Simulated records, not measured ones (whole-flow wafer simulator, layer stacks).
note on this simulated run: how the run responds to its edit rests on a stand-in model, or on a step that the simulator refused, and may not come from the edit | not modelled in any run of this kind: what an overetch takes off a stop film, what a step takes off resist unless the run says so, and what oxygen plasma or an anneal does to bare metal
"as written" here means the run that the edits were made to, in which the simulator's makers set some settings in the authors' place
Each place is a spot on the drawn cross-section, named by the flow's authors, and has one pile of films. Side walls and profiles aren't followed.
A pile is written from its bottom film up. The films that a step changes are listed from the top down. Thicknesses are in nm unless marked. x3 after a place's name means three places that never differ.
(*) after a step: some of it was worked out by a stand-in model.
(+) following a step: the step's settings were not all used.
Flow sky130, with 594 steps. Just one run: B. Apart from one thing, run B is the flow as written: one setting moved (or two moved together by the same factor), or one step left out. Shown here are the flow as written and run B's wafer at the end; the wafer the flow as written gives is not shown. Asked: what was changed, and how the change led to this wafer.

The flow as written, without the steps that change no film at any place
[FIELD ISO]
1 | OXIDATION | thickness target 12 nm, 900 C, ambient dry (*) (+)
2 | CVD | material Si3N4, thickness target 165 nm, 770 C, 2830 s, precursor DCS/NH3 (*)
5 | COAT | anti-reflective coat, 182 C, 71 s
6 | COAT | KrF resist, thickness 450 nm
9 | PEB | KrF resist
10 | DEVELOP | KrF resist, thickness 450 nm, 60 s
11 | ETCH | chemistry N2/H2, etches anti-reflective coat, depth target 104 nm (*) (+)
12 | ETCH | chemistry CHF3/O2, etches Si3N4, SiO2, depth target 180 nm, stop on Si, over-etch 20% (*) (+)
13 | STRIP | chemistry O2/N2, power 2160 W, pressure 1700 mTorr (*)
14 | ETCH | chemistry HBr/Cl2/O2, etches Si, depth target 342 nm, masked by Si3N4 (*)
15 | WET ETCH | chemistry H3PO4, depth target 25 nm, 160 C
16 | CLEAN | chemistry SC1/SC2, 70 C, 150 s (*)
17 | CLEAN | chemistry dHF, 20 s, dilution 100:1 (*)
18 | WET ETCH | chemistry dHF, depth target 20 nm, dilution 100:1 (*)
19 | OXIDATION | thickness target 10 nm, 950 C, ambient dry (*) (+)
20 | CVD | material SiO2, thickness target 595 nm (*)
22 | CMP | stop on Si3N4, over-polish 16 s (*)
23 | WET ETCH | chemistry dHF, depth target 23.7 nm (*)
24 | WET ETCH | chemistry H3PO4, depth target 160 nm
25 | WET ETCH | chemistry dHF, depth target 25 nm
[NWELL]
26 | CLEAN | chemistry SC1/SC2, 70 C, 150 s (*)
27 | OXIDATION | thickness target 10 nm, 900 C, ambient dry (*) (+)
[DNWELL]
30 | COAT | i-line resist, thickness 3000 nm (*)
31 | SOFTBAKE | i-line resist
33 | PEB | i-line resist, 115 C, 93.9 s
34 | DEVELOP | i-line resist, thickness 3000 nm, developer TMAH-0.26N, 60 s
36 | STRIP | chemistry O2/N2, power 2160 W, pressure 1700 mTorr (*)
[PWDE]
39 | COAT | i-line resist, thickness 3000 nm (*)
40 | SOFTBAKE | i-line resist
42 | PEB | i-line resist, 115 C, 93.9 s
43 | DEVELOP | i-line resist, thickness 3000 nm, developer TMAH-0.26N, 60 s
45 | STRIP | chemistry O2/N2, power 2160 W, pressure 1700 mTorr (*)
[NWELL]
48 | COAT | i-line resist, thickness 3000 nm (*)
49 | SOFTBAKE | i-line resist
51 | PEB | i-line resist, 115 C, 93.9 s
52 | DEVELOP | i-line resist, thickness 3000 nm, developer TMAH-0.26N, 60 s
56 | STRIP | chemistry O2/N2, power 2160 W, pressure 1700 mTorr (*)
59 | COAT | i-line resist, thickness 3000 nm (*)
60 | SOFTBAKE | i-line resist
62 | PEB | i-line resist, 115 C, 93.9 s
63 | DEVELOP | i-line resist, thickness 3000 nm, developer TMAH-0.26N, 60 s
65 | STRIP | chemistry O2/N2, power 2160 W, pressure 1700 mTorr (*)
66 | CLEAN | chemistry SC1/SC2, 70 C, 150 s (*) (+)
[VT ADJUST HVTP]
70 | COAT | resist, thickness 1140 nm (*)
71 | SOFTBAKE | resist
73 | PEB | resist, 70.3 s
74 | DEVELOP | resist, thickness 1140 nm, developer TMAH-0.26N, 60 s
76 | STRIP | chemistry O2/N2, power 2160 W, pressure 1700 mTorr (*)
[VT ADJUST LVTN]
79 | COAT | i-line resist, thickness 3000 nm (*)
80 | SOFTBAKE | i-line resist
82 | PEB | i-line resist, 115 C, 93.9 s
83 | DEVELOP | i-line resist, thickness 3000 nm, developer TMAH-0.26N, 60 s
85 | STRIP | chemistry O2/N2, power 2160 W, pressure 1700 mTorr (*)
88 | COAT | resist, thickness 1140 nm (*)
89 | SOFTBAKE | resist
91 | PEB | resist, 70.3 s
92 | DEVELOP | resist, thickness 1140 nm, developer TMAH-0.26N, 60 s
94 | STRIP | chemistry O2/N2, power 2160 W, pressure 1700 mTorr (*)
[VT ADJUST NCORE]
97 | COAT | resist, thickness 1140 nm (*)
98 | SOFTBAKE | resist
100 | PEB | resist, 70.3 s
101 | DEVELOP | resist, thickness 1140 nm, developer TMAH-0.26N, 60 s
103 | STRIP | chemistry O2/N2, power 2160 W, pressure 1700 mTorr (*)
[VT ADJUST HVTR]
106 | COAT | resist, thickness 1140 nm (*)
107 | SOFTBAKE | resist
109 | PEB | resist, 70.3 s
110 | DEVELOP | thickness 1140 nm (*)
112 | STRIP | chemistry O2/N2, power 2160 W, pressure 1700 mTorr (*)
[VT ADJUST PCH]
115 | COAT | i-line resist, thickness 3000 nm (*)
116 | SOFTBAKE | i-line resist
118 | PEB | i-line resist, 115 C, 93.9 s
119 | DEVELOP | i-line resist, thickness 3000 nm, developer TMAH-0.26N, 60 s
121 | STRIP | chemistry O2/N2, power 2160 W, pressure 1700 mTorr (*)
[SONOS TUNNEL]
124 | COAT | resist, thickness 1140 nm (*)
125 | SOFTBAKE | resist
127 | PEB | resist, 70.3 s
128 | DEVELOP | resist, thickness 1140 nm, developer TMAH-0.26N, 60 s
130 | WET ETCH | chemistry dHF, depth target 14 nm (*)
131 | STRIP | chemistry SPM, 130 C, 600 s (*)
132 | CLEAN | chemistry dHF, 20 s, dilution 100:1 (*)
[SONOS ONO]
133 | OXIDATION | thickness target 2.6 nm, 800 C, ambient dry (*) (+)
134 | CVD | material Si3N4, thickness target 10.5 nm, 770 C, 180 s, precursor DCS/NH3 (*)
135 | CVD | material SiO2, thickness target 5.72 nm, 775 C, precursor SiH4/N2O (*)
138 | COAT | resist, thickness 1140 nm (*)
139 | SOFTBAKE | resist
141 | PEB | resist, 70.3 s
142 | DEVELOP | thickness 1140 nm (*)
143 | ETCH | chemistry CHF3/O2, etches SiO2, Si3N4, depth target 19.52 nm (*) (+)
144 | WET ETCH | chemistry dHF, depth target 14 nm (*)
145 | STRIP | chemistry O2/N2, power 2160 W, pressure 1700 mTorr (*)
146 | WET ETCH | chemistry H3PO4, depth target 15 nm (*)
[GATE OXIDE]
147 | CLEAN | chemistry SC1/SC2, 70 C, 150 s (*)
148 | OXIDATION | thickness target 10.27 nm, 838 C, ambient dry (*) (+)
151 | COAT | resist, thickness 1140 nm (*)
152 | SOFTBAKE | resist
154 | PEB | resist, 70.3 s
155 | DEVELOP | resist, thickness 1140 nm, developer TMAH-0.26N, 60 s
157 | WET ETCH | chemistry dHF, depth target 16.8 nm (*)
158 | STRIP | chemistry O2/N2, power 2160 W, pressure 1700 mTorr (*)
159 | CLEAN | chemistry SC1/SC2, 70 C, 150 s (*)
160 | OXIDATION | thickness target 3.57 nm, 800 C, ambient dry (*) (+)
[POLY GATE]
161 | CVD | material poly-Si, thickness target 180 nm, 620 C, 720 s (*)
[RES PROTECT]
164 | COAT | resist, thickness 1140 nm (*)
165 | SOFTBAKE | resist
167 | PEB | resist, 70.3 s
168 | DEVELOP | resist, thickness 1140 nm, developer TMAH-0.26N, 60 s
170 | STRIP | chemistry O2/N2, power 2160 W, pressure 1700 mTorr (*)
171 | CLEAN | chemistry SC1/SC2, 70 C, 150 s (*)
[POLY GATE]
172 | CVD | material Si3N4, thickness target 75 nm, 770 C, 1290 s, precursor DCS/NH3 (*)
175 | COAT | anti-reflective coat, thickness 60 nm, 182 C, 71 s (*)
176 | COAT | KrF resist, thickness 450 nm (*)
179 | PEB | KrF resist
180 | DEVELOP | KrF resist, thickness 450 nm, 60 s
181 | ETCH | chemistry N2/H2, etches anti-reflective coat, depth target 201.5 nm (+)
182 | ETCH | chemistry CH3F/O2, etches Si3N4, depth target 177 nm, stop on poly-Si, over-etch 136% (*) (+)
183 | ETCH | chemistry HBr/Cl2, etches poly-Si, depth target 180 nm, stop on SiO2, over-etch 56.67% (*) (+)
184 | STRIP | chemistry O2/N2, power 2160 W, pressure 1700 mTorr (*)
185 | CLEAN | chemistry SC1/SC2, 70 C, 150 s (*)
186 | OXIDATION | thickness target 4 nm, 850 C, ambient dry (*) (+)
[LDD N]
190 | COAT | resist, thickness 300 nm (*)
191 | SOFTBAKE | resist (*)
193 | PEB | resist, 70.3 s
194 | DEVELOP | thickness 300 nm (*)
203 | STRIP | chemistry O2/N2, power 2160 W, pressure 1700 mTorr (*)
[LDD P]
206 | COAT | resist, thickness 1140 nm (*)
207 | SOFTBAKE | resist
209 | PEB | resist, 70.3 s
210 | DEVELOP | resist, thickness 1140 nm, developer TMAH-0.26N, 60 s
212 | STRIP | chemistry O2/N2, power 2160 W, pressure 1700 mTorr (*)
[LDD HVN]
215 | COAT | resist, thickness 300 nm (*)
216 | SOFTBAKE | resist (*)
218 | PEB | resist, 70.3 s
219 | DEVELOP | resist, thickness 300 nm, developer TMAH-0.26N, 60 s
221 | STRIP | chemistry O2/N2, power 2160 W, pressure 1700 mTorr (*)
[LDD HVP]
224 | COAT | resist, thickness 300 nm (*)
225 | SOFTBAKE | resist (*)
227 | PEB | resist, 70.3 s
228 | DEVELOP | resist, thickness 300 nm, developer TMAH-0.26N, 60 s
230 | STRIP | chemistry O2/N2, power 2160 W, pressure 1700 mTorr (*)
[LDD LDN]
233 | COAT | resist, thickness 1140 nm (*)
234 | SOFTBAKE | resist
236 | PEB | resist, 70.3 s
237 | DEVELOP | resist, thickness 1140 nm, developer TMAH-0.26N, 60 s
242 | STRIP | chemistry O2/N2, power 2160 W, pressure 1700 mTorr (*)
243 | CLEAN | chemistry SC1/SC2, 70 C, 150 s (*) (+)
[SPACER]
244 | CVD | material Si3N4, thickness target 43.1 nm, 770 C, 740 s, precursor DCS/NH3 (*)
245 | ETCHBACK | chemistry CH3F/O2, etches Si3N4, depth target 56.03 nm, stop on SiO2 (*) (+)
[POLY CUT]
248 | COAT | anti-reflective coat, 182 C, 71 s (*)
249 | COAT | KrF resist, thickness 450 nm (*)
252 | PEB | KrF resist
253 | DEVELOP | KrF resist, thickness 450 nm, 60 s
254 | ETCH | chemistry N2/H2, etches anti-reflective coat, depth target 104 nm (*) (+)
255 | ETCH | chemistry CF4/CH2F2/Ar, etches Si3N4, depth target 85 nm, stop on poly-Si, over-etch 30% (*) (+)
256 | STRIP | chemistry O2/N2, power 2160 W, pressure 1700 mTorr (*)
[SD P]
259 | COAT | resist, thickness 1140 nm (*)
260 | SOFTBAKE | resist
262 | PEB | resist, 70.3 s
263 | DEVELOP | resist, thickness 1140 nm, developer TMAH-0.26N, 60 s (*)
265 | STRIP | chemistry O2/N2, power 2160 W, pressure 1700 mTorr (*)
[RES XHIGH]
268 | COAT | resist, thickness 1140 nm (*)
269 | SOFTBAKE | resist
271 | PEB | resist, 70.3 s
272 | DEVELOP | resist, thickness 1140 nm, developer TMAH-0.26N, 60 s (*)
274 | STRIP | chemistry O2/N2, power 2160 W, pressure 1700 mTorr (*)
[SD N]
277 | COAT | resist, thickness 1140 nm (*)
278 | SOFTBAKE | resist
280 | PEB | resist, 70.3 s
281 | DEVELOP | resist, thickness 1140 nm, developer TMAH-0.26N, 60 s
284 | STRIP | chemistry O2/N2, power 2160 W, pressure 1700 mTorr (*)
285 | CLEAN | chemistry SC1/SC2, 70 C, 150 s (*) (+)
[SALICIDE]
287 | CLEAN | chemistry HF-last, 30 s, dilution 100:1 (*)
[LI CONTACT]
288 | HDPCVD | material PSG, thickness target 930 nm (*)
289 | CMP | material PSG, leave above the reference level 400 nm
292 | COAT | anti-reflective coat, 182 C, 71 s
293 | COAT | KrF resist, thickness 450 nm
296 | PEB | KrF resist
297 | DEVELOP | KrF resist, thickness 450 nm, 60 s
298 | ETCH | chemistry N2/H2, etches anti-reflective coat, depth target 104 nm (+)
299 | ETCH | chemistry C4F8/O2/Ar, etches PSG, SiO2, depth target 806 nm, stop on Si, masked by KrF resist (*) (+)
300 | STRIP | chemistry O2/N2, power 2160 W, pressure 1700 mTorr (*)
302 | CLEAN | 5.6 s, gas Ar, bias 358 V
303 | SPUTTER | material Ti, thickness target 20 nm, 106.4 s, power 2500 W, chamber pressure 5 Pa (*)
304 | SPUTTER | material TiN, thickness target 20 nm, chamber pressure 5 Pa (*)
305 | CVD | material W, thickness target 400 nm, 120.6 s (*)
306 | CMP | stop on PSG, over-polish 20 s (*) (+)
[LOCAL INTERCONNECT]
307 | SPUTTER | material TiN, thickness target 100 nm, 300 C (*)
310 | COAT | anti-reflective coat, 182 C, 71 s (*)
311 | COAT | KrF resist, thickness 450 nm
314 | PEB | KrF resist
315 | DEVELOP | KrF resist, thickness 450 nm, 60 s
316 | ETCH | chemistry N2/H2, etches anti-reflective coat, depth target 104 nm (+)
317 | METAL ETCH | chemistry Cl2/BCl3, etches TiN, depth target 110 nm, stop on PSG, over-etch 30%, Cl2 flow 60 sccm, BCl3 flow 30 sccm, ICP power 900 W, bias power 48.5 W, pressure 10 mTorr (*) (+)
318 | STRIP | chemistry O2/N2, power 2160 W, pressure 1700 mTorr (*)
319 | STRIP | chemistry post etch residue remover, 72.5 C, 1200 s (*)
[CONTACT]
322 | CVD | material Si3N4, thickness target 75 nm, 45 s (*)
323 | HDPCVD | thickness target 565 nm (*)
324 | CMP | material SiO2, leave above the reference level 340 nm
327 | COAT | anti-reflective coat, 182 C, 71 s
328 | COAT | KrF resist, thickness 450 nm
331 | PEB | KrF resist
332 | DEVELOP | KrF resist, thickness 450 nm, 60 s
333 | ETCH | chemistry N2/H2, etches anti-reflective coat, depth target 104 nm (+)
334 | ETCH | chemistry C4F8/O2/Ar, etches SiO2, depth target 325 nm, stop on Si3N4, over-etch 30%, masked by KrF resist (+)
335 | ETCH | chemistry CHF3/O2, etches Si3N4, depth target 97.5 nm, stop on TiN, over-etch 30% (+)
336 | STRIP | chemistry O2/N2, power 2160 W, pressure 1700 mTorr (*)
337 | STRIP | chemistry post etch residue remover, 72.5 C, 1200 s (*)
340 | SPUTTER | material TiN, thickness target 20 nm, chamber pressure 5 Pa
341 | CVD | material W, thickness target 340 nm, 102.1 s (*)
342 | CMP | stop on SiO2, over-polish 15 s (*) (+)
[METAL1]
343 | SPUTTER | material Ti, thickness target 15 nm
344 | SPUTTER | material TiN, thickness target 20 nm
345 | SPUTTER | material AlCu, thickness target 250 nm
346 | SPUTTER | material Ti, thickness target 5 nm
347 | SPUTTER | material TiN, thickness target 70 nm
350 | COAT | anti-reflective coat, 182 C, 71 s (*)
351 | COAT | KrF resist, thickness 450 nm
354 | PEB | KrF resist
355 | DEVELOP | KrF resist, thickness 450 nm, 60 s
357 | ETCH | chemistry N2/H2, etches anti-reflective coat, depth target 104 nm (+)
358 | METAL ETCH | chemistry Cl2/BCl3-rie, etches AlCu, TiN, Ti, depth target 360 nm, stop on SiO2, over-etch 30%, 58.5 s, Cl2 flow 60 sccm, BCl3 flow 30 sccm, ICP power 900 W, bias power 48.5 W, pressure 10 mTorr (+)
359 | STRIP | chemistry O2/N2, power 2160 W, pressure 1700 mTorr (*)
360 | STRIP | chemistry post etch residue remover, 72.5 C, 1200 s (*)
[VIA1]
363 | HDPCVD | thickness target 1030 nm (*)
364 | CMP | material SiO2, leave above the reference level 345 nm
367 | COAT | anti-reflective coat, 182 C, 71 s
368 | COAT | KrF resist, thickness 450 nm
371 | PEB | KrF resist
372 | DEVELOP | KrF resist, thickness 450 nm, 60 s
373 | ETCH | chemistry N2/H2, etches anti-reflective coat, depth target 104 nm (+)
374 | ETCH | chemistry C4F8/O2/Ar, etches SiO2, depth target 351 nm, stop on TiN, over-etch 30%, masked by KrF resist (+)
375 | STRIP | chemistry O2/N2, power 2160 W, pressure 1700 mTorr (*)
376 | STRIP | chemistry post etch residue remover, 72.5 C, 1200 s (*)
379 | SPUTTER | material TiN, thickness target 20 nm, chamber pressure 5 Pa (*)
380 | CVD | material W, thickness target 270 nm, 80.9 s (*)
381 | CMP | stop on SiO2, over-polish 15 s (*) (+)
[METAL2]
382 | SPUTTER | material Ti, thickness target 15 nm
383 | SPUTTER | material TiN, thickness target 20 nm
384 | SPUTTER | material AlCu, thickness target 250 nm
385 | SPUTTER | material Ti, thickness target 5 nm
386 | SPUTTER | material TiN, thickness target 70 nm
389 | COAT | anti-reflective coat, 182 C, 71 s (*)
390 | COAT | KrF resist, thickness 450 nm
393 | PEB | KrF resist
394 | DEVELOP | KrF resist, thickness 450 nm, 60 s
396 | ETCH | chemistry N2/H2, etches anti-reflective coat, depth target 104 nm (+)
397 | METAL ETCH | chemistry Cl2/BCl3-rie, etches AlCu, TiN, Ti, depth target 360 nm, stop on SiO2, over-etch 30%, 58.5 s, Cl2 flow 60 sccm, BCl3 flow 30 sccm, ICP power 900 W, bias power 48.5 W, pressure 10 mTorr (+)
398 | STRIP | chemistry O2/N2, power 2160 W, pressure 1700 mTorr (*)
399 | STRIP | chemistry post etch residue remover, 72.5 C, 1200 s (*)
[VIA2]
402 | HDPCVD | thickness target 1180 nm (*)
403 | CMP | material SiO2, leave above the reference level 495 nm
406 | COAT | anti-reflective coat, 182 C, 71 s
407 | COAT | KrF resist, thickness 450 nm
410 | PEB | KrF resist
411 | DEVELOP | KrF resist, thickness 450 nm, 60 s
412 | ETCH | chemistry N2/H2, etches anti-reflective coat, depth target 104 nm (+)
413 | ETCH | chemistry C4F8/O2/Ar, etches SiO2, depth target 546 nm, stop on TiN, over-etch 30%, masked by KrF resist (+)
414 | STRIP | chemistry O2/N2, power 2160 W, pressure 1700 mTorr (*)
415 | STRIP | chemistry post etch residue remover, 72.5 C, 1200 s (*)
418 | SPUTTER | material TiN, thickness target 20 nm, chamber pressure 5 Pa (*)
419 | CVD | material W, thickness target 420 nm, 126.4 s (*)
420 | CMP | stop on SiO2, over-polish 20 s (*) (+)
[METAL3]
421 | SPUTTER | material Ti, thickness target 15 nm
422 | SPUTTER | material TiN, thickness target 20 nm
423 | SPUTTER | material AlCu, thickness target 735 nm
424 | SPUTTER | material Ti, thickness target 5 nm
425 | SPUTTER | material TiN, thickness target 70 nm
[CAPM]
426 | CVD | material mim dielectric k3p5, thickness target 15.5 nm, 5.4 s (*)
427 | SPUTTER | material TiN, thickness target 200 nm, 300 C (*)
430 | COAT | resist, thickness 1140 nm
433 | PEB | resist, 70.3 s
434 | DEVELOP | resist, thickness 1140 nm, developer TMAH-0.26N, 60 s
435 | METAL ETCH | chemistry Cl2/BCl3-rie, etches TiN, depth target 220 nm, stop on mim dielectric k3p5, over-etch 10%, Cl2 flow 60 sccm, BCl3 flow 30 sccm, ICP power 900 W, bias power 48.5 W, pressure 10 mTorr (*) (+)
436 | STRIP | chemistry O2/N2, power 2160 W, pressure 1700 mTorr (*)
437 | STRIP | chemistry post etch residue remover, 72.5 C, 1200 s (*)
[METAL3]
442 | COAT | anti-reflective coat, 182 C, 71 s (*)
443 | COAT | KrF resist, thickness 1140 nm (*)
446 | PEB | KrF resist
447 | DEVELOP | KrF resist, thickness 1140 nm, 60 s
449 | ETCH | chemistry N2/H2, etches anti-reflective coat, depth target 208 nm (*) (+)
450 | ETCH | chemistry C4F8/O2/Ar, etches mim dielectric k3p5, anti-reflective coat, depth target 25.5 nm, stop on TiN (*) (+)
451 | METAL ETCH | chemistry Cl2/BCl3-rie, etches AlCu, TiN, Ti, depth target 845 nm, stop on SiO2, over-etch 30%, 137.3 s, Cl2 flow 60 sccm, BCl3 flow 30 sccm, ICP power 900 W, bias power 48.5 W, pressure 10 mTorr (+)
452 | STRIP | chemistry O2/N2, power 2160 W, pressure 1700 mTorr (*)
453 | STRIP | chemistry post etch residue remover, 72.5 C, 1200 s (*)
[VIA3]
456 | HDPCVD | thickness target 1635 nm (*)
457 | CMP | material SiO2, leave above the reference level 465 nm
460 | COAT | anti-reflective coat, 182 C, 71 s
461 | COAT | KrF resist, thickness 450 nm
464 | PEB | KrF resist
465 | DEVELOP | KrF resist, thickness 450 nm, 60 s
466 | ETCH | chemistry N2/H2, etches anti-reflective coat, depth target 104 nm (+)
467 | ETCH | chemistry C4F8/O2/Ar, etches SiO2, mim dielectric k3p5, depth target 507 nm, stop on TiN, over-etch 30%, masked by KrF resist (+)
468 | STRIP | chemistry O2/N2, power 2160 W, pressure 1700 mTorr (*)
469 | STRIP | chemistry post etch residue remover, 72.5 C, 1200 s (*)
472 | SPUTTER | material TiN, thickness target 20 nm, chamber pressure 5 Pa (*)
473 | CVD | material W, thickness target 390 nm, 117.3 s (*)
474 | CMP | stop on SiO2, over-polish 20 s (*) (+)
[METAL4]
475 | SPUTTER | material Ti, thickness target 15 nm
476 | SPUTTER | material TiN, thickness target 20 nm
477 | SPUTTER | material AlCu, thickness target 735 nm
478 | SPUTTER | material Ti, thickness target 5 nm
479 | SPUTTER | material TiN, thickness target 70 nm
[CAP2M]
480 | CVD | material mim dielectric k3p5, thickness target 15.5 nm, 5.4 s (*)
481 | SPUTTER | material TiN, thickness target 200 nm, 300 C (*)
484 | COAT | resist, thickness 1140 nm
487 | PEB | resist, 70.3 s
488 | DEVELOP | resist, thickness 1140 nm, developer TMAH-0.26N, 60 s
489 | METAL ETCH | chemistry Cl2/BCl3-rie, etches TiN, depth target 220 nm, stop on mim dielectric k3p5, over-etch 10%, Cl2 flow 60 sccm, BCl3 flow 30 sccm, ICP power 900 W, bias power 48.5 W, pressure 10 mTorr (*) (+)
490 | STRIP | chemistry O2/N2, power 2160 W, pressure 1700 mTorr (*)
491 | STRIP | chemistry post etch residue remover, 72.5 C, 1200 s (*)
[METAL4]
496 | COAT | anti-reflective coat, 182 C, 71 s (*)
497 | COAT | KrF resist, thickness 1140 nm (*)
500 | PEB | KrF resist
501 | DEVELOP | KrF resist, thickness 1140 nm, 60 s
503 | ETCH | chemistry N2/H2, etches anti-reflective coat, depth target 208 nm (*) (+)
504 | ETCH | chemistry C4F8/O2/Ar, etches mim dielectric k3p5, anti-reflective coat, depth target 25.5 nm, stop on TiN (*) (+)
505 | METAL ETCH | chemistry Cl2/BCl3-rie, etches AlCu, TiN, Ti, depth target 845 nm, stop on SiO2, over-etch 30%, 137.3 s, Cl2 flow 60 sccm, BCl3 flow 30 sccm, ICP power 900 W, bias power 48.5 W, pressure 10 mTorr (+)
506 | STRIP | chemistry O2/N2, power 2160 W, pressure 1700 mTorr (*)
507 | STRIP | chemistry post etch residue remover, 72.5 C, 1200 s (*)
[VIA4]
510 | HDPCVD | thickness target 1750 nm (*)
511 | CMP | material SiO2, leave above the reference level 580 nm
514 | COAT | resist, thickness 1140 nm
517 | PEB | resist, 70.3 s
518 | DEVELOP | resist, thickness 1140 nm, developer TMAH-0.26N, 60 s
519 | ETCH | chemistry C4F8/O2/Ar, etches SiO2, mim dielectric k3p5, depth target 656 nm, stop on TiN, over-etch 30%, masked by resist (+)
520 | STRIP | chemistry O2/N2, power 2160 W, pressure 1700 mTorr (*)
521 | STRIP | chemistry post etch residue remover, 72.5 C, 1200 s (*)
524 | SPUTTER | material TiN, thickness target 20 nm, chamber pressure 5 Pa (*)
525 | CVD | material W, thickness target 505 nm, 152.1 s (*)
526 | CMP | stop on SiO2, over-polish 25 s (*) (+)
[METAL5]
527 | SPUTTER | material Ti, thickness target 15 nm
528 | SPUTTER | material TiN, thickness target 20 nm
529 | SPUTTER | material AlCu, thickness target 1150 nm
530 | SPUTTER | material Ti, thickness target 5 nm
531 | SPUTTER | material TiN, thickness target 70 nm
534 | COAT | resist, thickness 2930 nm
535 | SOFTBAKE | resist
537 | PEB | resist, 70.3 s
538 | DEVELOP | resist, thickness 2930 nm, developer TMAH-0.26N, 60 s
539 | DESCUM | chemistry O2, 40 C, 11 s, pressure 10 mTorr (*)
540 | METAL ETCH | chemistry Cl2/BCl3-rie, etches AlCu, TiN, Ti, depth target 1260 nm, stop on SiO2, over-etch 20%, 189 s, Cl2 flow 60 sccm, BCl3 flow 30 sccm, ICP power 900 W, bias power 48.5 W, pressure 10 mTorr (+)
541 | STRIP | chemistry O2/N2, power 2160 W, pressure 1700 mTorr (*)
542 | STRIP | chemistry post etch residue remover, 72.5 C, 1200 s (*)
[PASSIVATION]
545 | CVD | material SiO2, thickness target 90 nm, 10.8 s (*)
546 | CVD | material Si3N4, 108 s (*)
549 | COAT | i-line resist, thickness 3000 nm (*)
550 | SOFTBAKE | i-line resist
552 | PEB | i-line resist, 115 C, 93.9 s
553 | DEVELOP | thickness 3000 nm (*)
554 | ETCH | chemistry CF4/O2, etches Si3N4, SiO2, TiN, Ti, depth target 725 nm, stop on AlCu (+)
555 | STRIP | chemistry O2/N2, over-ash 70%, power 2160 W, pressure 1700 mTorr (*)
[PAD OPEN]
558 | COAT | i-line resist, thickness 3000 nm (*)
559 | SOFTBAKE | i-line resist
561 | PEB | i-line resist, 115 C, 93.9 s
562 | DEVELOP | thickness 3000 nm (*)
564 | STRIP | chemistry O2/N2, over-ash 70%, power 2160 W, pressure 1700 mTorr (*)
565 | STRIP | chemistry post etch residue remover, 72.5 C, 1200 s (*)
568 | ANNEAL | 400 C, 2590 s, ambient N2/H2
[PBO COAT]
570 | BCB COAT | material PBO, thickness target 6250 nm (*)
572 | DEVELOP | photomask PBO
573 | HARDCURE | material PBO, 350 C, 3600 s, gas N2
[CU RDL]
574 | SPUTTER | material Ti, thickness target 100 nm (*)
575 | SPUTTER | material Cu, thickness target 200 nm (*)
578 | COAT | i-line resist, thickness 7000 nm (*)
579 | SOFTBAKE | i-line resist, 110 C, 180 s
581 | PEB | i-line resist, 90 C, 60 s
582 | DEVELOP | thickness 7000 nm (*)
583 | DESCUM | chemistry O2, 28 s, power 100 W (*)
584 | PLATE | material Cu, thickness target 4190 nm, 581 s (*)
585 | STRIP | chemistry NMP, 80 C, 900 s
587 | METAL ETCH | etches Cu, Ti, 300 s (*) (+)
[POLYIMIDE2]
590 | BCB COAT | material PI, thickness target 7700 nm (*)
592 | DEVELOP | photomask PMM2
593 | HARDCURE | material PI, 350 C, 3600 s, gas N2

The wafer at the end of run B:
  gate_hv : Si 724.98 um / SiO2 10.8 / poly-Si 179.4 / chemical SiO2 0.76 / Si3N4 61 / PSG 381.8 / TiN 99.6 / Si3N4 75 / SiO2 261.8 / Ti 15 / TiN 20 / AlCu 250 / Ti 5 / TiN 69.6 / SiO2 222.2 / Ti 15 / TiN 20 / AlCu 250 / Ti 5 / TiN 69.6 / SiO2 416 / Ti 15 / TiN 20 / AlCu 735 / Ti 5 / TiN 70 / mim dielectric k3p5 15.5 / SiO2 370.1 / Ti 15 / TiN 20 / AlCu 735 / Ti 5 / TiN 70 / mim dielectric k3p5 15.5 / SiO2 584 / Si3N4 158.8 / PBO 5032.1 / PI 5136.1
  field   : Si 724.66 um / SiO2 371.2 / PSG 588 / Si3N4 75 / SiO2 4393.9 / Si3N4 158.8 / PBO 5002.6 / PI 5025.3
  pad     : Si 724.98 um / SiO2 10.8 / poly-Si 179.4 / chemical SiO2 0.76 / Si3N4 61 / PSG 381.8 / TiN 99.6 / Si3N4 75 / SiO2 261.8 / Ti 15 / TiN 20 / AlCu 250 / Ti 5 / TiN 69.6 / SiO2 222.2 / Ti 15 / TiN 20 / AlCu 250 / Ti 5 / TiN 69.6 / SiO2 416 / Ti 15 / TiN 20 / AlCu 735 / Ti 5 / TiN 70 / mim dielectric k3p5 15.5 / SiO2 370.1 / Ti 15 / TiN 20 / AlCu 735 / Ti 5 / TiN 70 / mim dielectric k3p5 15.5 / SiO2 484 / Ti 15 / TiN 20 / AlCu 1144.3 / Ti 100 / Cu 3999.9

What caused this: step 364, CMP: leave above the reference level 300 nm was run, though the flow has leave above the reference level 345 nm.

The path from the change to this, step by step:
  364 | CMP | material SiO2, leave above the reference level 345 nm
      n_well, p_well, gate_hv and 100 more: -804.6 SiO2 (in the flow as written it would be: -759.6 SiO2)
      field, active, gate and 81 more: -434.1 SiO2 (in the flow as written it would be: -389.1 SiO2)
      (also at 4 further places)
  374 | ETCH | chemistry C4F8/O2/Ar, etches SiO2, depth target 351 nm, stop on TiN, over-etch 30%, masked by KrF resist (+)
      field, active, n_well and 186 more: -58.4 KrF resist (in the flow as written it would be: -70.1 KrF resist)
      m1, via1_hole: -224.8 SiO2 (all of it) (in the flow as written it would be: -269.8 SiO2 (all of it))
  375 | STRIP | chemistry O2/N2, power 2160 W, pressure 1700 mTorr (*)
      field, active, n_well and 186 more: -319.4 KrF resist (all of it), -80 anti-reflective coat (all of it) (in the flow as written it would be: -307.7 KrF resist (all of it), -80 anti-reflective coat (all of it))
  379 | SPUTTER | material TiN, thickness target 20 nm, chamber pressure 5 Pa (*)
      m1: +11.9 TiN (in the flow as written it would be: +11 TiN)
      via1_hole: +11.8 TiN (in the flow as written it would be: +10.9 TiN)
  380 | CVD | material W, thickness target 270 nm, 80.9 s (*)
      m1, via1_hole: +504 W (new film) (in the flow as written it would be: +549.9 W (new film))
